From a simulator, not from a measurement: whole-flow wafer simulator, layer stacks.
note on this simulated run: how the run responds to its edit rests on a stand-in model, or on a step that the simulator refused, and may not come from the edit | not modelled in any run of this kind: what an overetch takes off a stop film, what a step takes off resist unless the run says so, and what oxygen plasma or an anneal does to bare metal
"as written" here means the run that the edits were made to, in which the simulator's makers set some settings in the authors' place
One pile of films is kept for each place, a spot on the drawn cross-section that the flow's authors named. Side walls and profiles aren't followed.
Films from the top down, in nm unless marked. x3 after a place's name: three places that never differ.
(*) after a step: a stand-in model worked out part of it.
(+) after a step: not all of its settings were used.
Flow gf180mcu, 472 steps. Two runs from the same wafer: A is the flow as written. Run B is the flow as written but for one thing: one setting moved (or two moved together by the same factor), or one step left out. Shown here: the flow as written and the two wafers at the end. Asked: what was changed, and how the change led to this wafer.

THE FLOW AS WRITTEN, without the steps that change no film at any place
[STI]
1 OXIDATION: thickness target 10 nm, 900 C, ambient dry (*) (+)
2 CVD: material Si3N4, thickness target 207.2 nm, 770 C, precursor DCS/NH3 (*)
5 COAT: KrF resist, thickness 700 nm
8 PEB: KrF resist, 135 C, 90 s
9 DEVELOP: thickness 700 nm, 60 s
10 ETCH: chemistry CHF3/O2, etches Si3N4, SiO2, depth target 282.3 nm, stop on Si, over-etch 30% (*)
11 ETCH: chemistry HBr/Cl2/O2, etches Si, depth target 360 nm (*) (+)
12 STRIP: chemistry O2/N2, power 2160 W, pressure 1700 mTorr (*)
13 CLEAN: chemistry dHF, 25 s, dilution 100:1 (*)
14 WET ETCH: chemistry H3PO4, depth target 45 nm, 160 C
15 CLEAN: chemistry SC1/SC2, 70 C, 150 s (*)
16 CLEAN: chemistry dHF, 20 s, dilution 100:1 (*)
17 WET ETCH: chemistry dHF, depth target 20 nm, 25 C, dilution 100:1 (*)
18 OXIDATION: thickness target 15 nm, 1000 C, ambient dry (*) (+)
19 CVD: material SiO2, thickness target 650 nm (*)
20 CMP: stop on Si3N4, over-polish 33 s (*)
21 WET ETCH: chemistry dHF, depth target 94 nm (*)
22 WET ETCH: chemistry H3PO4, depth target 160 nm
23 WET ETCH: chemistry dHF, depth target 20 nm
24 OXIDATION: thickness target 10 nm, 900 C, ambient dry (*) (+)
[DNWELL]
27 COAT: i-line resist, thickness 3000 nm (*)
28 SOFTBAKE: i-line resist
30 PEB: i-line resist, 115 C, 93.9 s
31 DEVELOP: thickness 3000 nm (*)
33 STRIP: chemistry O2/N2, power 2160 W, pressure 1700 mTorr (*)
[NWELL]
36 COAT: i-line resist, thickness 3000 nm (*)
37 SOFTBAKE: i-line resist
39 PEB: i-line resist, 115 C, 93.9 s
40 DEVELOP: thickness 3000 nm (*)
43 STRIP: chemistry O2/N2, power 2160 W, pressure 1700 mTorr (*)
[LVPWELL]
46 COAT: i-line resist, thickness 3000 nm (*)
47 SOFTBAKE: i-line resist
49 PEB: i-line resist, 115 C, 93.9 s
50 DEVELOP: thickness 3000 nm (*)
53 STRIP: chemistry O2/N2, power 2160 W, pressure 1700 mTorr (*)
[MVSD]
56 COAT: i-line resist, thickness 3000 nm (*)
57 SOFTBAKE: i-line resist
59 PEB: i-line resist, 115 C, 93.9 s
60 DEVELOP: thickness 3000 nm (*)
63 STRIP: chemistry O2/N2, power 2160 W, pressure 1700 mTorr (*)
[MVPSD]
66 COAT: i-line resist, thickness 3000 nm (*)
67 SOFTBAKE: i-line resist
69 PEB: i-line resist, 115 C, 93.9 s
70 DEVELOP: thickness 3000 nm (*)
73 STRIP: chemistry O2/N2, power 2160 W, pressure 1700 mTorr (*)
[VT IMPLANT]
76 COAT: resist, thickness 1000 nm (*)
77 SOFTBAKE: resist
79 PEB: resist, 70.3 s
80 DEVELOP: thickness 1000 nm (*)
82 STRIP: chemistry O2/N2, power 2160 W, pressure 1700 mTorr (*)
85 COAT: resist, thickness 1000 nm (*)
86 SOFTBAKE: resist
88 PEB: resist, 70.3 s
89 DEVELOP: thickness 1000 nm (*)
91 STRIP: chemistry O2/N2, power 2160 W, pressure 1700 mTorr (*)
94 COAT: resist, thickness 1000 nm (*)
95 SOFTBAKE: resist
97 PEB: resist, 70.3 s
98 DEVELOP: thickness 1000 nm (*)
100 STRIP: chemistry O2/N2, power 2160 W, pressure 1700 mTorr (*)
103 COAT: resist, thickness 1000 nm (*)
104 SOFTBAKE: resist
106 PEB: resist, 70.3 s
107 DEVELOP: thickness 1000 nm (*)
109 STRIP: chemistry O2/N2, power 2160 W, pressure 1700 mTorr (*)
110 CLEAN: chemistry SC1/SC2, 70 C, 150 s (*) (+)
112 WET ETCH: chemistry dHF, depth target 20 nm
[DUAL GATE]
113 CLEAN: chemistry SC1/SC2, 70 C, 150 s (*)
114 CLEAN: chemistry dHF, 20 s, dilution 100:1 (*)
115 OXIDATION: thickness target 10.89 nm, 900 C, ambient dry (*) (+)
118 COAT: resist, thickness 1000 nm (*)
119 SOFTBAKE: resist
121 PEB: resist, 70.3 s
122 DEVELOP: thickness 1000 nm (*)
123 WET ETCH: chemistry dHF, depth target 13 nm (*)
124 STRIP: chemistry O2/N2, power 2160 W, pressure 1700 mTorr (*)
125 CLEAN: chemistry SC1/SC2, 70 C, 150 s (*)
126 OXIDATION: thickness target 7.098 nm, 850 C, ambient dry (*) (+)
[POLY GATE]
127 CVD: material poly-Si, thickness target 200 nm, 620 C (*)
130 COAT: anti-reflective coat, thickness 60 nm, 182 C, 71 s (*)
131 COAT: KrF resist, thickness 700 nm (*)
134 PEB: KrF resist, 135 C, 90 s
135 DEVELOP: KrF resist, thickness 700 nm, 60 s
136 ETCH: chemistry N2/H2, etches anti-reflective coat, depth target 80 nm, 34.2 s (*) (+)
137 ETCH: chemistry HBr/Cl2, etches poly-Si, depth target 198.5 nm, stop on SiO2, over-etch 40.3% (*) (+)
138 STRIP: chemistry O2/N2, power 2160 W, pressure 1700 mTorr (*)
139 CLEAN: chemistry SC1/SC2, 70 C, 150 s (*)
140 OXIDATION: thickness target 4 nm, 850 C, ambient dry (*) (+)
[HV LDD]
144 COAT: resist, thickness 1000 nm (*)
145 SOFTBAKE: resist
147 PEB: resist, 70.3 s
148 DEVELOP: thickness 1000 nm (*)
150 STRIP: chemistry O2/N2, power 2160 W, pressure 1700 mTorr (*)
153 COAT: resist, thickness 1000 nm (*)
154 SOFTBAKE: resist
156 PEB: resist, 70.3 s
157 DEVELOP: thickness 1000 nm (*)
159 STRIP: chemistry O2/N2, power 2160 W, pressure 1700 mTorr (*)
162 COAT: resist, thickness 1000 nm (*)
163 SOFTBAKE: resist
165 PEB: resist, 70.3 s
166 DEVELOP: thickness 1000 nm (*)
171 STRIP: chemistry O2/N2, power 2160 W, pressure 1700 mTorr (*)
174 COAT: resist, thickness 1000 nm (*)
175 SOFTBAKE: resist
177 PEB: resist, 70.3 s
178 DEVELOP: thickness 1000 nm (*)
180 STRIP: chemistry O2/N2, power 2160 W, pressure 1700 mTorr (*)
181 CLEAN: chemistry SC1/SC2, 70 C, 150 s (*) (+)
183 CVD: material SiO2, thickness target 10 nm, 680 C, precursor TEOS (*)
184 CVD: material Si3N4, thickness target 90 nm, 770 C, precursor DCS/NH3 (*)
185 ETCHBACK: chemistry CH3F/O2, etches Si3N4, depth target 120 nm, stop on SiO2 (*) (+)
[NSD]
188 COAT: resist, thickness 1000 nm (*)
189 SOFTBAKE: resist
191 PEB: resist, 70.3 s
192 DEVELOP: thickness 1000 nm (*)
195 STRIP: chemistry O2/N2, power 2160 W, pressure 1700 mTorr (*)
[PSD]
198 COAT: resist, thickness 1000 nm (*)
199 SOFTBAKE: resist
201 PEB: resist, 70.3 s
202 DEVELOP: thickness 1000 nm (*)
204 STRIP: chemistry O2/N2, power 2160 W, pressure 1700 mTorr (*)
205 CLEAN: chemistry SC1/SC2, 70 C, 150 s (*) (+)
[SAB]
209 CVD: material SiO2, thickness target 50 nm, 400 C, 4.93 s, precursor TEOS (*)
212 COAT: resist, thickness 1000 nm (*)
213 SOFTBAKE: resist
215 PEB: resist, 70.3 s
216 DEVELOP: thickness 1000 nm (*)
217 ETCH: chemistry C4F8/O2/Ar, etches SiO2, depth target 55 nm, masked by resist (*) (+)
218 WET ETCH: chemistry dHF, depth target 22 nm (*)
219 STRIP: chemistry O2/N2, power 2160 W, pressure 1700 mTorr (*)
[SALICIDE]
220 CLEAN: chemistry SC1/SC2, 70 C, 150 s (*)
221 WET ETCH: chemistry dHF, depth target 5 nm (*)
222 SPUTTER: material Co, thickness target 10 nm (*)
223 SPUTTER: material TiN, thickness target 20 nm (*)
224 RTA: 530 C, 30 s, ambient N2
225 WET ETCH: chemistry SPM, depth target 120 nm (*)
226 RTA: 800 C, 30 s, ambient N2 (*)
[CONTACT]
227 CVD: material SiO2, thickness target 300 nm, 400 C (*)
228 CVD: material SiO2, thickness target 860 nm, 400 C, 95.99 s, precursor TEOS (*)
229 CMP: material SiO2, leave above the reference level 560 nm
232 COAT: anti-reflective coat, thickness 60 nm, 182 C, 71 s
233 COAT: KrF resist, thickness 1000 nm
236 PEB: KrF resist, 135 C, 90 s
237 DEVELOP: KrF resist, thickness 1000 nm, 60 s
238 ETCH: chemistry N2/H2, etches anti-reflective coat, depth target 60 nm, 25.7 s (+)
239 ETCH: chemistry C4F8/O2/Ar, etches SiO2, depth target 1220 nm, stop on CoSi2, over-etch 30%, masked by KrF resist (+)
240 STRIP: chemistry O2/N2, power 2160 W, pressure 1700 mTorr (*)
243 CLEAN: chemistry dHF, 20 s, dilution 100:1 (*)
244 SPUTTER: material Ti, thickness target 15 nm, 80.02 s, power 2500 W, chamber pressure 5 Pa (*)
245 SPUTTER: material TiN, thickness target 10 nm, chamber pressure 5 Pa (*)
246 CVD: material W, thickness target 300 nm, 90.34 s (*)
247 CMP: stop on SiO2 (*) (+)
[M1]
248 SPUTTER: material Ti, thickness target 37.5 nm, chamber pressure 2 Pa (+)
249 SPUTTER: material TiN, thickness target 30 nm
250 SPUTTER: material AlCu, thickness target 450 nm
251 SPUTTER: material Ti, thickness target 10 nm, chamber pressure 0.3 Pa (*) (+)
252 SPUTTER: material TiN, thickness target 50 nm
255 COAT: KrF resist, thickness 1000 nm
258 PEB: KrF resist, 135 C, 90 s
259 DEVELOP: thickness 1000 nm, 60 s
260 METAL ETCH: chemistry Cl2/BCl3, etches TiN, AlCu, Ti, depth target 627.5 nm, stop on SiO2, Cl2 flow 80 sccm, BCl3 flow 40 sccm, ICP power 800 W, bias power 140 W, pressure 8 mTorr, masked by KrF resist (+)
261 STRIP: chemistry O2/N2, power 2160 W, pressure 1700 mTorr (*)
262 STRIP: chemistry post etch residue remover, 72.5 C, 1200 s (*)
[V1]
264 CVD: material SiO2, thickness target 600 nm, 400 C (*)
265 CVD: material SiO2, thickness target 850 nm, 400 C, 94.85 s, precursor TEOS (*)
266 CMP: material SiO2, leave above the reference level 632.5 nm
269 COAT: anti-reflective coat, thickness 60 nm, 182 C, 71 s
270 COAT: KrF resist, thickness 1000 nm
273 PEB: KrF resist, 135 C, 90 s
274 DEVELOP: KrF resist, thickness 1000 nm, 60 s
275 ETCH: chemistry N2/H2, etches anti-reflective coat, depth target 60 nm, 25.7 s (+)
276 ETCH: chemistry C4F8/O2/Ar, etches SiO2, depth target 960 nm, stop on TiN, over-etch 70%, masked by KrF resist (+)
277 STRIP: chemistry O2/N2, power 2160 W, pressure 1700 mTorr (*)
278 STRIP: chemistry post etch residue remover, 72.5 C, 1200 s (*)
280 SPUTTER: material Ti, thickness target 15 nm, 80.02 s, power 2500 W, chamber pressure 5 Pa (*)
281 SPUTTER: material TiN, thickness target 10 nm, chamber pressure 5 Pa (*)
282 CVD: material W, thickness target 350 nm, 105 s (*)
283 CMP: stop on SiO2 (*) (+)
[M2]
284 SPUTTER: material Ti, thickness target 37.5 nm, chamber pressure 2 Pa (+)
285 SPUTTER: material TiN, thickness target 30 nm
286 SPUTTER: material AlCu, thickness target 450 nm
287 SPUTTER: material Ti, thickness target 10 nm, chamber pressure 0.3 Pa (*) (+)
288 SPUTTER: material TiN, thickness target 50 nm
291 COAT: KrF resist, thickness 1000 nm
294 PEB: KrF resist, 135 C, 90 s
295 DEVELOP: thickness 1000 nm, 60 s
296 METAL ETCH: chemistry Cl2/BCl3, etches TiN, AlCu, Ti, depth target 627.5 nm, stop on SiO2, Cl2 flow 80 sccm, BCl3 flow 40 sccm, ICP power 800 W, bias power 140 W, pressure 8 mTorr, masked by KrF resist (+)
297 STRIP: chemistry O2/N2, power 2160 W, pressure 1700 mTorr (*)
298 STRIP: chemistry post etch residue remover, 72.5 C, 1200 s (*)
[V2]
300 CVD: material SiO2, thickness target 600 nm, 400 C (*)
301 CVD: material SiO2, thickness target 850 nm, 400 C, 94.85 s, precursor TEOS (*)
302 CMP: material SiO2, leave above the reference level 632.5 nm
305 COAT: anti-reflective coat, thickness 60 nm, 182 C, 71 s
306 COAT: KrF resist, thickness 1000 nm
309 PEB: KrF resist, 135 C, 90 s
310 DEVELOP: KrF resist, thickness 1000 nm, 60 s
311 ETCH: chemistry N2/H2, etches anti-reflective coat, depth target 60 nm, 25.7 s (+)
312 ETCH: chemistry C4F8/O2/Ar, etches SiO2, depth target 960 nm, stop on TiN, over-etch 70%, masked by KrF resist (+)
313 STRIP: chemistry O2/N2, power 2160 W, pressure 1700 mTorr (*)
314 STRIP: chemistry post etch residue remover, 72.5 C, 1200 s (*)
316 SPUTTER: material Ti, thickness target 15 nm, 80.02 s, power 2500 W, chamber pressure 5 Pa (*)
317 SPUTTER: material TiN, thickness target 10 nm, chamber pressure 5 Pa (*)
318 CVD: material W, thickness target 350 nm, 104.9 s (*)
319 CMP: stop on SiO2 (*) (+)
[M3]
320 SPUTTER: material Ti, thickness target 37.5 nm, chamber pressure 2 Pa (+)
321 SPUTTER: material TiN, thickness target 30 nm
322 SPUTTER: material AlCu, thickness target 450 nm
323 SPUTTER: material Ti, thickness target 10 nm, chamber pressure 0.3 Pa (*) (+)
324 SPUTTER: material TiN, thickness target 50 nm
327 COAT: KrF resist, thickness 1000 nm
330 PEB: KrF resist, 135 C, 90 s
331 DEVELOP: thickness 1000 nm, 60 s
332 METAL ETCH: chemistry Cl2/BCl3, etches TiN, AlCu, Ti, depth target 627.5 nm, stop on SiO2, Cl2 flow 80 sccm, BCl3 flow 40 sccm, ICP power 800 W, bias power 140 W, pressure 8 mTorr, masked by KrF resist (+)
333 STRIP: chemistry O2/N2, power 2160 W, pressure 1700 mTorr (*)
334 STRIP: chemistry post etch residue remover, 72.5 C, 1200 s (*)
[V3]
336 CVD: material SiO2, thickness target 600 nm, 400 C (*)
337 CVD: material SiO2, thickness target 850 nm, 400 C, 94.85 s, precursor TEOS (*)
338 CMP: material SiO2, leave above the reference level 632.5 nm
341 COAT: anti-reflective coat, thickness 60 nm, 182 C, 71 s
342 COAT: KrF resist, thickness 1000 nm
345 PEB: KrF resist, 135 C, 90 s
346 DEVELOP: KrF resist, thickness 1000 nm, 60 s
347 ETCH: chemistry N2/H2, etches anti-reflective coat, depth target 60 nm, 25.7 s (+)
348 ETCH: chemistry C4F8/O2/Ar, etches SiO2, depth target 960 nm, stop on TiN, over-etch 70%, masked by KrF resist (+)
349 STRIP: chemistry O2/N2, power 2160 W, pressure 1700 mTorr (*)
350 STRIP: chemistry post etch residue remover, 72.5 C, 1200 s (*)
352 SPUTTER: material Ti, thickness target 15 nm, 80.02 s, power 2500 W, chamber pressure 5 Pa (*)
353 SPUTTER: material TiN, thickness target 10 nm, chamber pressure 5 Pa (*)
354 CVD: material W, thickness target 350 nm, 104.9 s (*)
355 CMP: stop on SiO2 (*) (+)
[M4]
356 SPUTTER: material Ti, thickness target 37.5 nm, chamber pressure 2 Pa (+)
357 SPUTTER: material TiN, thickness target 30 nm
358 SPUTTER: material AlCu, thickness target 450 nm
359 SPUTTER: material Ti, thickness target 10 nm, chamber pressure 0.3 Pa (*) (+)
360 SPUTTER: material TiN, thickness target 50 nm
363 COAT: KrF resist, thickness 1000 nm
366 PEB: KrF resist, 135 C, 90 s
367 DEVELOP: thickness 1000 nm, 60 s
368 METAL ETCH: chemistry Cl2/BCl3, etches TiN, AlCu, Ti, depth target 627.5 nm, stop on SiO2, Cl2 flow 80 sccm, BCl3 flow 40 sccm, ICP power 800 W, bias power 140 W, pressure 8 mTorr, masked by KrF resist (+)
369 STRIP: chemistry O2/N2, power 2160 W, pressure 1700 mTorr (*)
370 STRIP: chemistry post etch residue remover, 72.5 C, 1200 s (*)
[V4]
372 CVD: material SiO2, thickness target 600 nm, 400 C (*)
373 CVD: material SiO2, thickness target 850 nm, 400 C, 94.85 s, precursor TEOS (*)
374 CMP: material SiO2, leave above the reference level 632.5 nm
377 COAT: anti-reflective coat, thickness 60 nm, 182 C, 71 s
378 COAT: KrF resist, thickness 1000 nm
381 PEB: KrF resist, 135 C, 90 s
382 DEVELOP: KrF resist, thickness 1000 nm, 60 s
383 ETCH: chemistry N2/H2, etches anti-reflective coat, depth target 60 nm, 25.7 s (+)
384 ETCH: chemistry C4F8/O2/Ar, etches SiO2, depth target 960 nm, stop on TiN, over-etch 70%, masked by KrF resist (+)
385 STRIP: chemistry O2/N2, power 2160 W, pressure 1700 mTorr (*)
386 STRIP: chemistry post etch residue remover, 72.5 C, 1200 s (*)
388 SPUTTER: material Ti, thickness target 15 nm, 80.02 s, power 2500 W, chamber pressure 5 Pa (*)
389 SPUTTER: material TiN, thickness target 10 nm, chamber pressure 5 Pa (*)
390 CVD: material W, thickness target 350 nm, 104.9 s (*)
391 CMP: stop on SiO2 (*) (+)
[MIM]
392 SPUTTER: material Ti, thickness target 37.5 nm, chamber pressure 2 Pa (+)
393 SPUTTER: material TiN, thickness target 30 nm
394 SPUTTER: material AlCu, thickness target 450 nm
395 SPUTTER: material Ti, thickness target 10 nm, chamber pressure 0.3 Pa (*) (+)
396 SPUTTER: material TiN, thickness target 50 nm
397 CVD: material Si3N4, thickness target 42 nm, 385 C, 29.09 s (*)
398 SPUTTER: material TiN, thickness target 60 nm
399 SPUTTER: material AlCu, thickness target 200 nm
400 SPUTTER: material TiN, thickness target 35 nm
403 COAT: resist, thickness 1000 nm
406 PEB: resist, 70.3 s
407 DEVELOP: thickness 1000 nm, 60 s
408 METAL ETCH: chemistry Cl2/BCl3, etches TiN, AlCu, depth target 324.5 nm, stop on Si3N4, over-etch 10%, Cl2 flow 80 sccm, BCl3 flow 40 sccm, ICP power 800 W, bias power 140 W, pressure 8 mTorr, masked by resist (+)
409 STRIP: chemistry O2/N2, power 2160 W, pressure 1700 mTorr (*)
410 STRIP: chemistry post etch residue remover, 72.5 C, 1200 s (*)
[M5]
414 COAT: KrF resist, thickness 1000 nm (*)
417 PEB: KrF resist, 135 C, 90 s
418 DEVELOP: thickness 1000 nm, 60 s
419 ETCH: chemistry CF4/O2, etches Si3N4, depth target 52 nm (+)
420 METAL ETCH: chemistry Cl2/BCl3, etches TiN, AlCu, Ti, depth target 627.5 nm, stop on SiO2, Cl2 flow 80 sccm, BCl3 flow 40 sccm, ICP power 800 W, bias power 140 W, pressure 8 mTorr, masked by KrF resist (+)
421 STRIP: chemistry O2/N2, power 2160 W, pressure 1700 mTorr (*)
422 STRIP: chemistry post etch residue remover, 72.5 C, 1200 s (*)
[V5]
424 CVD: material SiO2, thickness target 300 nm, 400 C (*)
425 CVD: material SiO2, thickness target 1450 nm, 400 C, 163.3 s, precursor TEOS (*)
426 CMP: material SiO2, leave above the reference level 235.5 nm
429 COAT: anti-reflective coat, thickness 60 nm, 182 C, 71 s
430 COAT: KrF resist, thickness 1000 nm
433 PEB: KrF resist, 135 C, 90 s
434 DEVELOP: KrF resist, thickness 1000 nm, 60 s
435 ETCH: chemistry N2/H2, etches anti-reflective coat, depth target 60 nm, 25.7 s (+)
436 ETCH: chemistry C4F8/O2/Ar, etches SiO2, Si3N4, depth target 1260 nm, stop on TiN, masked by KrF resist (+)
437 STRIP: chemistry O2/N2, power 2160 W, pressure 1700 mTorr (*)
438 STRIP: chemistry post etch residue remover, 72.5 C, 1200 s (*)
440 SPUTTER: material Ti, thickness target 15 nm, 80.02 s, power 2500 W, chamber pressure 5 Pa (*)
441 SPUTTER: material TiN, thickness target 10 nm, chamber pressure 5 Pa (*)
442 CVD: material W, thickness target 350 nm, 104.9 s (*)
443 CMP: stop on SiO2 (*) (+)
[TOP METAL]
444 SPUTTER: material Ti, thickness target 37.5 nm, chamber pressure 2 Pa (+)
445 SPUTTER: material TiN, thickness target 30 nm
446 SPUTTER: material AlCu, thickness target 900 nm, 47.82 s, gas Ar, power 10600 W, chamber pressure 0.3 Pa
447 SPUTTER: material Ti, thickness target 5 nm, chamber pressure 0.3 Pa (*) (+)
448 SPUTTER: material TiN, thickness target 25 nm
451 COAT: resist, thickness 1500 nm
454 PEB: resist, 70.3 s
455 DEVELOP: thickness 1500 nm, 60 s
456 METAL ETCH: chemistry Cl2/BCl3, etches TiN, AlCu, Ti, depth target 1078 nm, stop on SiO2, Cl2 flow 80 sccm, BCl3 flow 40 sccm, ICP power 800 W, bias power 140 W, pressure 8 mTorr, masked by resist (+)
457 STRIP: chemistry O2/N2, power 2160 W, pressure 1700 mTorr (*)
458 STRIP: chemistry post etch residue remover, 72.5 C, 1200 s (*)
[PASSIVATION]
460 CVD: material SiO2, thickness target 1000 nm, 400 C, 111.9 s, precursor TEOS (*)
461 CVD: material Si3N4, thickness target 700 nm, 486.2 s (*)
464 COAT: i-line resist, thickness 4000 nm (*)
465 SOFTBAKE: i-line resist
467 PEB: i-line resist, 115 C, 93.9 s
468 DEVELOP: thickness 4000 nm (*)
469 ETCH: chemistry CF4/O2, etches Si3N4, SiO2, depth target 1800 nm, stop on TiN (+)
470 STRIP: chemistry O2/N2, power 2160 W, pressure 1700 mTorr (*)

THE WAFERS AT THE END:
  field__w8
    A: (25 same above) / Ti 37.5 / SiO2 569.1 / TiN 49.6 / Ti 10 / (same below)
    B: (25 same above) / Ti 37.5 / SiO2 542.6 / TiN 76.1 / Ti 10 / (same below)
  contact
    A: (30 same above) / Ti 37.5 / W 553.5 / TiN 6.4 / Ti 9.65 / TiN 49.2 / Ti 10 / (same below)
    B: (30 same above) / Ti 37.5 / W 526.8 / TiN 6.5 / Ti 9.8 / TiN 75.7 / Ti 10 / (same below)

The cause: step 288, SPUTTER: thickness target 76.5 nm was run, where the flow has thickness target 50 nm.

How the change led to this, step by step:
  288 SPUTTER: material TiN, thickness target 50 nm
      field, field__w1, field__w2 and 108 more: A TiN +50 (new film) | B TiN +76.5 (new film)
  296 METAL ETCH: chemistry Cl2/BCl3, etches TiN, AlCu, Ti, depth target 627.5 nm, stop on SiO2, Cl2 flow 80 sccm, BCl3 flow 40 sccm, ICP power 800 W, bias power 140 W, pressure 8 mTorr, masked by KrF resist (+)
      field, field__w1, field__w2 and 103 more: A TiN -50 (all of it), Ti -10 (all of it), AlCu -450 (all of it), TiN -30 (all of it), Ti -37.5 (all of it) | B TiN -76.5 (all of it), Ti -10 (all of it), AlCu -450 (all of it), TiN -30 (all of it), Ti -37.5 (all of it)
  302 CMP: material SiO2, leave above the reference level 632.5 nm
      field__w8, contact, m1, m1__w1, m1_nw: A SiO2 -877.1 | B SiO2 -903.6
  312 ETCH: chemistry C4F8/O2/Ar, etches SiO2, depth target 960 nm, stop on TiN, over-etch 70%, masked by KrF resist (+)
      field, field__w1, field__w2 and 107 more: A KrF resist -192 | B KrF resist -185.6
      contact: A SiO2 -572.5 (all of it) | B SiO2 -546 (all of it)
  318 CVD: material W, thickness target 350 nm, 104.9 s (*)
      contact: A W +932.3 (new film) | B W +905.5 (new film)
